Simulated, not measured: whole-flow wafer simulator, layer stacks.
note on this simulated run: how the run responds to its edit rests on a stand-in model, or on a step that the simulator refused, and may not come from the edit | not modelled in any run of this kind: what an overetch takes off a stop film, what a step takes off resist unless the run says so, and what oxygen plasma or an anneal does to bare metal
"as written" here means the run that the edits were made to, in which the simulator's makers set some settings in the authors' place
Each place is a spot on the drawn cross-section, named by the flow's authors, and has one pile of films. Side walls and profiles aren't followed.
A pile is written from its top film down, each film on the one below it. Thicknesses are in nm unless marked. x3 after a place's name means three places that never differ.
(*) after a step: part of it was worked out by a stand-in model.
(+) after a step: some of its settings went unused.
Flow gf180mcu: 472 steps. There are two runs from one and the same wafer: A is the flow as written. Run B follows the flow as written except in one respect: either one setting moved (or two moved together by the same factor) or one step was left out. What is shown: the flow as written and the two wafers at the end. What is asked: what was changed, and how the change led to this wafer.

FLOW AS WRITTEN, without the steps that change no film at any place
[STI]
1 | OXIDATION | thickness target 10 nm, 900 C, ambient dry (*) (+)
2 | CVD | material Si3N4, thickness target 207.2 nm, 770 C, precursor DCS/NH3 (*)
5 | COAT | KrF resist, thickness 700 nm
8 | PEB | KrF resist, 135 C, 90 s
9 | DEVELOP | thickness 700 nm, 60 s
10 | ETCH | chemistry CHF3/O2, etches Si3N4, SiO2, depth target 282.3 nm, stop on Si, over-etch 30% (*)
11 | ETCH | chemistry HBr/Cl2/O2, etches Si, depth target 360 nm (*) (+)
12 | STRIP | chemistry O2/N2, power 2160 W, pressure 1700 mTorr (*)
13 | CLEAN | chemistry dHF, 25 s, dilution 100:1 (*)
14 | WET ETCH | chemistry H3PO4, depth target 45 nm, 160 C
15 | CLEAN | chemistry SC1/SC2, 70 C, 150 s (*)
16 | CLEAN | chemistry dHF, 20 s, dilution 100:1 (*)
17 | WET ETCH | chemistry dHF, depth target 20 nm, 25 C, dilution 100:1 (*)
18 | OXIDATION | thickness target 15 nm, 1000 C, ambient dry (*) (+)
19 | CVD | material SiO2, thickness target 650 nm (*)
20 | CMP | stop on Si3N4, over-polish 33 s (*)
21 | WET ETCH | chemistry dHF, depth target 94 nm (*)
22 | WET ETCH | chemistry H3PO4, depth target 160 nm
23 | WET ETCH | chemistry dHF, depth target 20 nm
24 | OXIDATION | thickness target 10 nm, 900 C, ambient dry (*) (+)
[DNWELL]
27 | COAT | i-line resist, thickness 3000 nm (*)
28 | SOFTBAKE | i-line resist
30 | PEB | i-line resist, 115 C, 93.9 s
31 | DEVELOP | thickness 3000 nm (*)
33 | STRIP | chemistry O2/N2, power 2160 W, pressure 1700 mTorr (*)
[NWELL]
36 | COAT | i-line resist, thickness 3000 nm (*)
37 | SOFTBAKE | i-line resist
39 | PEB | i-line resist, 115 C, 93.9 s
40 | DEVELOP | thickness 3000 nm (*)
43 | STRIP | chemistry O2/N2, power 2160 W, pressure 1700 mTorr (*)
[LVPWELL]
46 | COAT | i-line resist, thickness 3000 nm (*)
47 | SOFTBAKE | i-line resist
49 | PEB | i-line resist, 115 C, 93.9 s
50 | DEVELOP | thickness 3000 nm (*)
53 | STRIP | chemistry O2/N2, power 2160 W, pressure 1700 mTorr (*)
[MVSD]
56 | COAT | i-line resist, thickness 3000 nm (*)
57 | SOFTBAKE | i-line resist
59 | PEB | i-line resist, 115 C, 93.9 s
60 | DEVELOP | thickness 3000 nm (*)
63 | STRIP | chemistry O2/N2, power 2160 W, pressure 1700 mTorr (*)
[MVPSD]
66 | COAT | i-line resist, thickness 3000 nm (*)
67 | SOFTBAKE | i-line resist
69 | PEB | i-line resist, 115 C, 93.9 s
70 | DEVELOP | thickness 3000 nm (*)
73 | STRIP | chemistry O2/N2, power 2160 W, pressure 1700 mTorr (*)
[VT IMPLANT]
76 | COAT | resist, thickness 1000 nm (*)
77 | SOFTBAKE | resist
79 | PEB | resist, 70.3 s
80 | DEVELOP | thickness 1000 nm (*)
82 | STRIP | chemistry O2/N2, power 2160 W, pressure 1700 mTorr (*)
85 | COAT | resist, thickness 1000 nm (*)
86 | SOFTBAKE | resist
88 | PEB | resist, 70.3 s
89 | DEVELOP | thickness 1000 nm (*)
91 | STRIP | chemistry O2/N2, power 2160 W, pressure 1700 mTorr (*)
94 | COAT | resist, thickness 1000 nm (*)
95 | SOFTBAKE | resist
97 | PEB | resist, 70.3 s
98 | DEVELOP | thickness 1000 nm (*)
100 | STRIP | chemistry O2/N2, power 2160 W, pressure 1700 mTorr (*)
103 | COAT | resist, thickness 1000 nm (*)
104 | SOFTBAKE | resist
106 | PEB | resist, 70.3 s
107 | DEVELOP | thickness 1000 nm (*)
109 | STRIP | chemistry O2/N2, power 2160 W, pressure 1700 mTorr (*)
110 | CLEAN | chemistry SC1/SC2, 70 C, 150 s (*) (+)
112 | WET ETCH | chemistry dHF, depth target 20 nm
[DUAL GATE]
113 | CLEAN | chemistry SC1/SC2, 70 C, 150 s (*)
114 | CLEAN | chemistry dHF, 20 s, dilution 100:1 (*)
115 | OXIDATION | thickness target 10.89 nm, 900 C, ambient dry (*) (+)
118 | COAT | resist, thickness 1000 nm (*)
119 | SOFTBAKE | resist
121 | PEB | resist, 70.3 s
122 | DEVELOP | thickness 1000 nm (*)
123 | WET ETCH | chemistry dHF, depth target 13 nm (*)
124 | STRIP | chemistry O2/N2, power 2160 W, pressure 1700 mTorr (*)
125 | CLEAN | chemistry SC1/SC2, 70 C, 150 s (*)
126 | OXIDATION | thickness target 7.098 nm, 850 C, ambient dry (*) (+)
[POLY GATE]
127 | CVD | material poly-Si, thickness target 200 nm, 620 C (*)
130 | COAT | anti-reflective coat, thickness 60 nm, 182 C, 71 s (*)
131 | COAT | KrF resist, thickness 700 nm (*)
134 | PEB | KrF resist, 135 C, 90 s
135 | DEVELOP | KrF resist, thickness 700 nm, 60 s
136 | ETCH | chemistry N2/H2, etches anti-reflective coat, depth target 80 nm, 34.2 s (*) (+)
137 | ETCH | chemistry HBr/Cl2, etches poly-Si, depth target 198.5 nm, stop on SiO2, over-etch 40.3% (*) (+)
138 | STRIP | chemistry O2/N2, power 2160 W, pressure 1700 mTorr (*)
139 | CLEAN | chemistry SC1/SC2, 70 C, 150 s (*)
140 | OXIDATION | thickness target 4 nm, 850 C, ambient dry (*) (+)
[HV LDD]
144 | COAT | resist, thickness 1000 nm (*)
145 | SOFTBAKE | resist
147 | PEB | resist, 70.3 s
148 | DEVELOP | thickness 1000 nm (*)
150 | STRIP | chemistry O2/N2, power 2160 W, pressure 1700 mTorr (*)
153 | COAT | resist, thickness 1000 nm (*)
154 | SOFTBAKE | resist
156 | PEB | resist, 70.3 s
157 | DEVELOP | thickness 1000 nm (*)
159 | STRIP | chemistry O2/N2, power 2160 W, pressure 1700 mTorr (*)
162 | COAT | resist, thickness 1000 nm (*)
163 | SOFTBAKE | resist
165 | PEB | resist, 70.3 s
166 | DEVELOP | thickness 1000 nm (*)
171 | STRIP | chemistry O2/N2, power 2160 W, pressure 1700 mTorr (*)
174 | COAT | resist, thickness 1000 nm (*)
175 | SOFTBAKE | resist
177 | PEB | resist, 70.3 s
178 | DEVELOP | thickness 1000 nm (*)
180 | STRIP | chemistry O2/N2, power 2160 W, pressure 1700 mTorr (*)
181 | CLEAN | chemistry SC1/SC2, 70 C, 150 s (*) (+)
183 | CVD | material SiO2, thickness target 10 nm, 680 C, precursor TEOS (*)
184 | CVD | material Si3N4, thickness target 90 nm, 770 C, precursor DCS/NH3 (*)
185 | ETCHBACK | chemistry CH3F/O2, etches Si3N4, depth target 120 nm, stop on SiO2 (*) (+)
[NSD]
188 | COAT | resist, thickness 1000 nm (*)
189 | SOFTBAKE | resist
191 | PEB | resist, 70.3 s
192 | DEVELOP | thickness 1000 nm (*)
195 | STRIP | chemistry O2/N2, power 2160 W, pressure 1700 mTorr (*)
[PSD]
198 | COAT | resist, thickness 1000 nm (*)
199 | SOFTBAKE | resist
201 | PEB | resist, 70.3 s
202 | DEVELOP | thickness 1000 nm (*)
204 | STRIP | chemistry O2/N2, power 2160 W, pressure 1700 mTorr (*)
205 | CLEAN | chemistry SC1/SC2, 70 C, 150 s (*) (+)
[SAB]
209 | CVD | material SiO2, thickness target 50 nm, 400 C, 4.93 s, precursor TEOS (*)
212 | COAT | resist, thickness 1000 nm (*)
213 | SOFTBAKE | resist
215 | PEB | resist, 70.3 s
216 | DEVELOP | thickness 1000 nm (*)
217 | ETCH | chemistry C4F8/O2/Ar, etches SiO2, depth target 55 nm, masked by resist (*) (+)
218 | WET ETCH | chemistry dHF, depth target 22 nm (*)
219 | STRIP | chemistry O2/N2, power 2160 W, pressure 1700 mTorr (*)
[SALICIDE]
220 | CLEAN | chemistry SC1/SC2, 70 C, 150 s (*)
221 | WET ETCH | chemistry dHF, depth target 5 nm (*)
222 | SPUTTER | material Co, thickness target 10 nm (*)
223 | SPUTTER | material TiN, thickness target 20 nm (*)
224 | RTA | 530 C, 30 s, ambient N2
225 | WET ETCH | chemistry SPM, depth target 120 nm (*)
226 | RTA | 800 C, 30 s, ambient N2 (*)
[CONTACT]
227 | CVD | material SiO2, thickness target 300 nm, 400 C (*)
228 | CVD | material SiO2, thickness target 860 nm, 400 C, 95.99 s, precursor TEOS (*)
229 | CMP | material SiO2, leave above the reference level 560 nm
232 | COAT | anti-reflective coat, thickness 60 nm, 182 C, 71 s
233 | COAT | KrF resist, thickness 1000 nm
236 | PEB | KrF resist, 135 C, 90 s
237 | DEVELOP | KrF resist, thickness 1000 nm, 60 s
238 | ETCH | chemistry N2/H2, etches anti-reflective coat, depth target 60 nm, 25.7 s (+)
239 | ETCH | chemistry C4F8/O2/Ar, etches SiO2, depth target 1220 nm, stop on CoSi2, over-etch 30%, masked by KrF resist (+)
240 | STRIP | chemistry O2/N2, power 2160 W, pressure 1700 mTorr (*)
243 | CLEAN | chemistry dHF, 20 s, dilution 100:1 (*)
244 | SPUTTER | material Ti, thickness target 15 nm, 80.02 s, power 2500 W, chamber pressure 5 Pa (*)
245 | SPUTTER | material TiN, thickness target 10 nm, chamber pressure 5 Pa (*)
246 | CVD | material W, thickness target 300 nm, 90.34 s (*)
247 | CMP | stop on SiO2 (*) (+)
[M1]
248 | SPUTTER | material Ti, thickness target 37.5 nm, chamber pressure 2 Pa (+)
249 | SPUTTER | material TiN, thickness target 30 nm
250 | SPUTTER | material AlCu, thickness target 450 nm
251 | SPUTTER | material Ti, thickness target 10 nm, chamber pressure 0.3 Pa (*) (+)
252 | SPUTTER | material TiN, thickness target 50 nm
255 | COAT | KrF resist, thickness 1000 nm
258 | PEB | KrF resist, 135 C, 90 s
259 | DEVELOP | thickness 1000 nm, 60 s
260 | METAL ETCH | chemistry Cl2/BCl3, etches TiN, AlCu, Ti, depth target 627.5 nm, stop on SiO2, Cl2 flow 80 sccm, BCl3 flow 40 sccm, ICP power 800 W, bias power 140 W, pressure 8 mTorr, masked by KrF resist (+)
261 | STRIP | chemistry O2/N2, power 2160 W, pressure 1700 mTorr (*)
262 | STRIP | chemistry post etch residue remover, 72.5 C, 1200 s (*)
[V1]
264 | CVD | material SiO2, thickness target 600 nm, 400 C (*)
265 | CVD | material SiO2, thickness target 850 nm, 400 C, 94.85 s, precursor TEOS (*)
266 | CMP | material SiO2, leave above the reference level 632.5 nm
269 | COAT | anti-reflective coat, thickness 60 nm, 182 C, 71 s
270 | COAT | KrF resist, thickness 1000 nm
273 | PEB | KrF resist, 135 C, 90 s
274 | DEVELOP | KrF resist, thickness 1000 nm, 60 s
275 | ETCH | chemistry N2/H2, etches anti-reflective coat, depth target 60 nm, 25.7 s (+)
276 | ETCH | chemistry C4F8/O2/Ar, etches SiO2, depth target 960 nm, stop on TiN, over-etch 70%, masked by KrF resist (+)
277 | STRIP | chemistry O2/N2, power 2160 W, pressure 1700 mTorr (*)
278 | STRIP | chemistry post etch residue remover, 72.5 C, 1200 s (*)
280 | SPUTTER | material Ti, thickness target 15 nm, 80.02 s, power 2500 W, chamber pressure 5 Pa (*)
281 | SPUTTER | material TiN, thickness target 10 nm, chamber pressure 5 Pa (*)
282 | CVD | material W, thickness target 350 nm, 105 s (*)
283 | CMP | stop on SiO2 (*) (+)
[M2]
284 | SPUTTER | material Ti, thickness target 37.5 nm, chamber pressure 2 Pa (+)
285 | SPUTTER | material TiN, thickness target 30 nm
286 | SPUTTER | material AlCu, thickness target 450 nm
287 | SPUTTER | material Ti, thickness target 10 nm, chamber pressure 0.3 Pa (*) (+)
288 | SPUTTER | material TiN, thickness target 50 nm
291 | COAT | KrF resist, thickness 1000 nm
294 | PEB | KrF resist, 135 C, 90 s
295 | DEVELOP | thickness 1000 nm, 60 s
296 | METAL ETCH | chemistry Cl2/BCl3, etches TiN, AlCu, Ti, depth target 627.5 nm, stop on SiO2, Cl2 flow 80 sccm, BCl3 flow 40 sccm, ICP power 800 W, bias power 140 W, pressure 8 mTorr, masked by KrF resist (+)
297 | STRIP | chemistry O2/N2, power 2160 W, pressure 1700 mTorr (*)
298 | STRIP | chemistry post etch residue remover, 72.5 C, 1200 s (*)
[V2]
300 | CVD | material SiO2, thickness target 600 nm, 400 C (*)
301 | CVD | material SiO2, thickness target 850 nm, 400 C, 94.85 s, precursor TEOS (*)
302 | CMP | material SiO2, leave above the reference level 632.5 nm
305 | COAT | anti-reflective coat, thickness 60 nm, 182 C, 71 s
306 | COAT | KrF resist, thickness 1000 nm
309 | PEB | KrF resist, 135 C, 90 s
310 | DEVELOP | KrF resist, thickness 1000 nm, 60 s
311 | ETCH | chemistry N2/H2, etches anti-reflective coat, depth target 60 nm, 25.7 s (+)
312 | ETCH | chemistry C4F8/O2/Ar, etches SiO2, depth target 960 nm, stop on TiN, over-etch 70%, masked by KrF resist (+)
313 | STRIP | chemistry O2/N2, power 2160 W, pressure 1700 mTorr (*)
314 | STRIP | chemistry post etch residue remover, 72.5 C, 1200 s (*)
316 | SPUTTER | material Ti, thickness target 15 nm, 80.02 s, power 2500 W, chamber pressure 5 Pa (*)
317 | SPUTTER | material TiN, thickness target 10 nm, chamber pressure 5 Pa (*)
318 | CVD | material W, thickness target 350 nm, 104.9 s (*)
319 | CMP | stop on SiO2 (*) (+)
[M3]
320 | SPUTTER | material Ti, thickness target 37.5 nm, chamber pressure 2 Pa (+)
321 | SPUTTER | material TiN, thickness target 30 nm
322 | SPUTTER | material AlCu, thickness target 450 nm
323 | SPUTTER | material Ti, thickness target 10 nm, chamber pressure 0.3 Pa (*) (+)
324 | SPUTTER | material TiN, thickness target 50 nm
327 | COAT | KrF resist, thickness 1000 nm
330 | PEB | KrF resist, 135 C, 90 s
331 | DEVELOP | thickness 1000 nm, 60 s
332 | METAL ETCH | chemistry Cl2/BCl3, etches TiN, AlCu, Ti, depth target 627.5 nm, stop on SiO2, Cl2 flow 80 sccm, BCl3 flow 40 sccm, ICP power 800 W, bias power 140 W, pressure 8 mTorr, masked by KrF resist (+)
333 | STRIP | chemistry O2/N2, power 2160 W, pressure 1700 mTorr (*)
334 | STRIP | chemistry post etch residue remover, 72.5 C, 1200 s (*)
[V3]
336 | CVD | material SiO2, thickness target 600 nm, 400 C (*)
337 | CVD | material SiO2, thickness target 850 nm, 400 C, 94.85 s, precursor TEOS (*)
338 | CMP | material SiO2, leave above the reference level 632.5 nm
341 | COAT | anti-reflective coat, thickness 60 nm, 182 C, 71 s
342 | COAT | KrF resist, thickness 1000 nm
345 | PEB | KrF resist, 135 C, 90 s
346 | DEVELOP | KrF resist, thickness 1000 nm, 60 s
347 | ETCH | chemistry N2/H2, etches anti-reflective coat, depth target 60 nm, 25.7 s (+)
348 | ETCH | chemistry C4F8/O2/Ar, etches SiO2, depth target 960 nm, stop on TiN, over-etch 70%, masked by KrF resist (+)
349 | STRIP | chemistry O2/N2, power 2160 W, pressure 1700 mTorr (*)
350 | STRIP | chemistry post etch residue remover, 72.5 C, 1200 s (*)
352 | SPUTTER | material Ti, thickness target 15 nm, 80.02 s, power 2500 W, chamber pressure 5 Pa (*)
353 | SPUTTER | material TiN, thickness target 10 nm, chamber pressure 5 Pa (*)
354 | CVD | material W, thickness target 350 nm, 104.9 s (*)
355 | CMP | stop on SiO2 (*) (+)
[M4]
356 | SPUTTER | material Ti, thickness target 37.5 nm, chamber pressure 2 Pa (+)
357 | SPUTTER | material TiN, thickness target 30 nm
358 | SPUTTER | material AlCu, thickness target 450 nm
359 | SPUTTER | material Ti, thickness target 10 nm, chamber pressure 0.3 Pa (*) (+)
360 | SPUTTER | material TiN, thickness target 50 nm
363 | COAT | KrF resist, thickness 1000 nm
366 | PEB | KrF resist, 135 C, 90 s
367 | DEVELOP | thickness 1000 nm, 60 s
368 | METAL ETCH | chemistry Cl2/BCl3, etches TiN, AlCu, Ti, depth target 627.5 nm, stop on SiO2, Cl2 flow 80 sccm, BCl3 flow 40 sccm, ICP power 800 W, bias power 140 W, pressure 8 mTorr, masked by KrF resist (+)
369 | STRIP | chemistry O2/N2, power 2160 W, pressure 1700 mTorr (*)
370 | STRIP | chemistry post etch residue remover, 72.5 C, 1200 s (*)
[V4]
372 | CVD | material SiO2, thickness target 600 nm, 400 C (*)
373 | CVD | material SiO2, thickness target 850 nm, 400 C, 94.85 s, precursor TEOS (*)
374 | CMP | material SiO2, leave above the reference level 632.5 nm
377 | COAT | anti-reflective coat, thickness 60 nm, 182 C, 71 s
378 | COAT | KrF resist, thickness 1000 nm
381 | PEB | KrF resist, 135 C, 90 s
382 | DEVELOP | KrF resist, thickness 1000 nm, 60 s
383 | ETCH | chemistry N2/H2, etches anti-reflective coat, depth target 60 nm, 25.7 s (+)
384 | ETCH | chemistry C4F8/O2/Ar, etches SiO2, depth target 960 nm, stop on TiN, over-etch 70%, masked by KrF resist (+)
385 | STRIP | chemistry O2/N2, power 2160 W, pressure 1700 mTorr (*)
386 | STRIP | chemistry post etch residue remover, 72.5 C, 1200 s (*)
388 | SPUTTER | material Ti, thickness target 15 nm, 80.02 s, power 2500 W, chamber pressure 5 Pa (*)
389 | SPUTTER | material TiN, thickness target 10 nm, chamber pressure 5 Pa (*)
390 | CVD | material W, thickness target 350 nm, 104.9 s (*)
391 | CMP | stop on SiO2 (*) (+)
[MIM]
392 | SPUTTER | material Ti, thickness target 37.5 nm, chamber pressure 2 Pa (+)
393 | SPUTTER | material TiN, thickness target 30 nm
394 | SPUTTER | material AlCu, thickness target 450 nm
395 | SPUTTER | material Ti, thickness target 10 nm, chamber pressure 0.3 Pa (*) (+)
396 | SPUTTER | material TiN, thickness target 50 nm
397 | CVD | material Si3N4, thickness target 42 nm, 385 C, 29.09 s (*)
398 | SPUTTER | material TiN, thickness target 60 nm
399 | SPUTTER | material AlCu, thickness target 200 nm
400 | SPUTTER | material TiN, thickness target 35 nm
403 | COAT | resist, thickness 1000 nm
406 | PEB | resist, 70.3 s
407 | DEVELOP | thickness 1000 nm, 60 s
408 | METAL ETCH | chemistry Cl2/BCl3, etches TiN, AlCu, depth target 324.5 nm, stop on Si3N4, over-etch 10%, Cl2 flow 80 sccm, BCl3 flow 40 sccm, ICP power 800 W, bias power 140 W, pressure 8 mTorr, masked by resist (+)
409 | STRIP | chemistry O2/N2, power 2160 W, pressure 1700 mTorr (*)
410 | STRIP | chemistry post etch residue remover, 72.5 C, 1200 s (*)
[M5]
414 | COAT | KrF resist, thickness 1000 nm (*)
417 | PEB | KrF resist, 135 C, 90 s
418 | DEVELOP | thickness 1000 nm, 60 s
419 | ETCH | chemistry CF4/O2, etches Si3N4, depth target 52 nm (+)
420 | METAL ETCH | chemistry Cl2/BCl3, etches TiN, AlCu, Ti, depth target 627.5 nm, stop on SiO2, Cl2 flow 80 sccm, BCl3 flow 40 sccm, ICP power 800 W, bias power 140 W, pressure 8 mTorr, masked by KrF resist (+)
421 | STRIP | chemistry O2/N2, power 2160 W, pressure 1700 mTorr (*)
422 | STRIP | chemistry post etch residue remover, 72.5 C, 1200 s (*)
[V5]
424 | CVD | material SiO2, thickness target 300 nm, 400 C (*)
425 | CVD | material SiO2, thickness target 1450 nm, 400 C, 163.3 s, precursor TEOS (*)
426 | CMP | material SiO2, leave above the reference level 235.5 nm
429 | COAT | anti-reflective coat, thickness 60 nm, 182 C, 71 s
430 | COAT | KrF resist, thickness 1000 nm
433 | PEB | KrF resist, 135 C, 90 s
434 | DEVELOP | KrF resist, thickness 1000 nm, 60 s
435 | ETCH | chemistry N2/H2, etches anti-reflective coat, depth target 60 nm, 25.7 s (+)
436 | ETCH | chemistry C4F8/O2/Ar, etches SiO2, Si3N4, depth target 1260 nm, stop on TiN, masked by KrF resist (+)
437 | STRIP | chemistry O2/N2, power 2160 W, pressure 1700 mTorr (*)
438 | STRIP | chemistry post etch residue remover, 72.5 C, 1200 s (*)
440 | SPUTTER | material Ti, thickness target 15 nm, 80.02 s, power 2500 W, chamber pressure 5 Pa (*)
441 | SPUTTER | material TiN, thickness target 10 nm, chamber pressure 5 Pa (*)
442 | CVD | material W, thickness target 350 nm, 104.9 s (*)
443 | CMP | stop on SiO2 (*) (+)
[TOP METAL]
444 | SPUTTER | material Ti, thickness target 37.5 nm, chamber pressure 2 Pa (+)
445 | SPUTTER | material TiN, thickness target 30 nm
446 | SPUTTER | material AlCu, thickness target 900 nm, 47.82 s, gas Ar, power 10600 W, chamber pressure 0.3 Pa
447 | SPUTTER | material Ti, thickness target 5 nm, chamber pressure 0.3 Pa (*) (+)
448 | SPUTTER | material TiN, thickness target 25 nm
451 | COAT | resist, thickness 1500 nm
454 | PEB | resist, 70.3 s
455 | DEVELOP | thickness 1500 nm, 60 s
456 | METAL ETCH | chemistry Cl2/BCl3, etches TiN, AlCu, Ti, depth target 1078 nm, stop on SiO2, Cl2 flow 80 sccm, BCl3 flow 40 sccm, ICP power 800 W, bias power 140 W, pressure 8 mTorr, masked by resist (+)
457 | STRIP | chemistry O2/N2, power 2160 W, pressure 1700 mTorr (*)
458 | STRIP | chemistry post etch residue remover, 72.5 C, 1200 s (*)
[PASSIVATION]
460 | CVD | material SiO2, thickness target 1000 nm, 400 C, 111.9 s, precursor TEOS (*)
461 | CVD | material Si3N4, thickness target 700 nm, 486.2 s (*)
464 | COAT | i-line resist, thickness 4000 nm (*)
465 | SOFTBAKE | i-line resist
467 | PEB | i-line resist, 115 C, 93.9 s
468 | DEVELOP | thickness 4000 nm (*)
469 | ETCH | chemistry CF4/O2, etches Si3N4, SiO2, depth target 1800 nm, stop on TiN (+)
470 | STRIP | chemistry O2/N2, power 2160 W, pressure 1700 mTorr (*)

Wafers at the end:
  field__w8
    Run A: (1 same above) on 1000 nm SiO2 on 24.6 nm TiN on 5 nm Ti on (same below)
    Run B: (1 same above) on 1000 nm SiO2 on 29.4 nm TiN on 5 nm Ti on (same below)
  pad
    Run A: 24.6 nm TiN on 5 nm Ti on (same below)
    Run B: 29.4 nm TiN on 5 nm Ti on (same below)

What caused this: step 448, SPUTTER: thickness target 29.8 nm was run, while the flow as written has thickness target 25 nm.

Step by step, how the change led to this:
  448 | SPUTTER | material TiN, thickness target 25 nm
      field, field__w1, field__w2 and 109 more: A TiN gains 25 (new film) | B TiN gains 29.8 (new film)
  456 | METAL ETCH | chemistry Cl2/BCl3, etches TiN, AlCu, Ti, depth target 1078 nm, stop on SiO2, Cl2 flow 80 sccm, BCl3 flow 40 sccm, ICP power 800 W, bias power 140 W, pressure 8 mTorr, masked by resist (+)
      field, field__w1, field__w2 and 103 more: A TiN loses 25 (all of it), Ti loses 5 (all of it), AlCu loses 900 (all of it), TiN loses 30 (all of it), Ti loses 37.5 (all of it) | B TiN loses 29.8 (all of it), Ti loses 5 (all of it), AlCu loses 900 (all of it), TiN loses 30 (all of it), Ti loses 37.5 (all of it)
  465 | SOFTBAKE | i-line resist
      gate: A i-line resist gains 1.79 | B i-line resist loses 0.31
      ld_acc_p, ld_fp_p, ld_drift_p: A i-line resist gains 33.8 | B i-line resist gains 27.1
      (also at 56 further places)
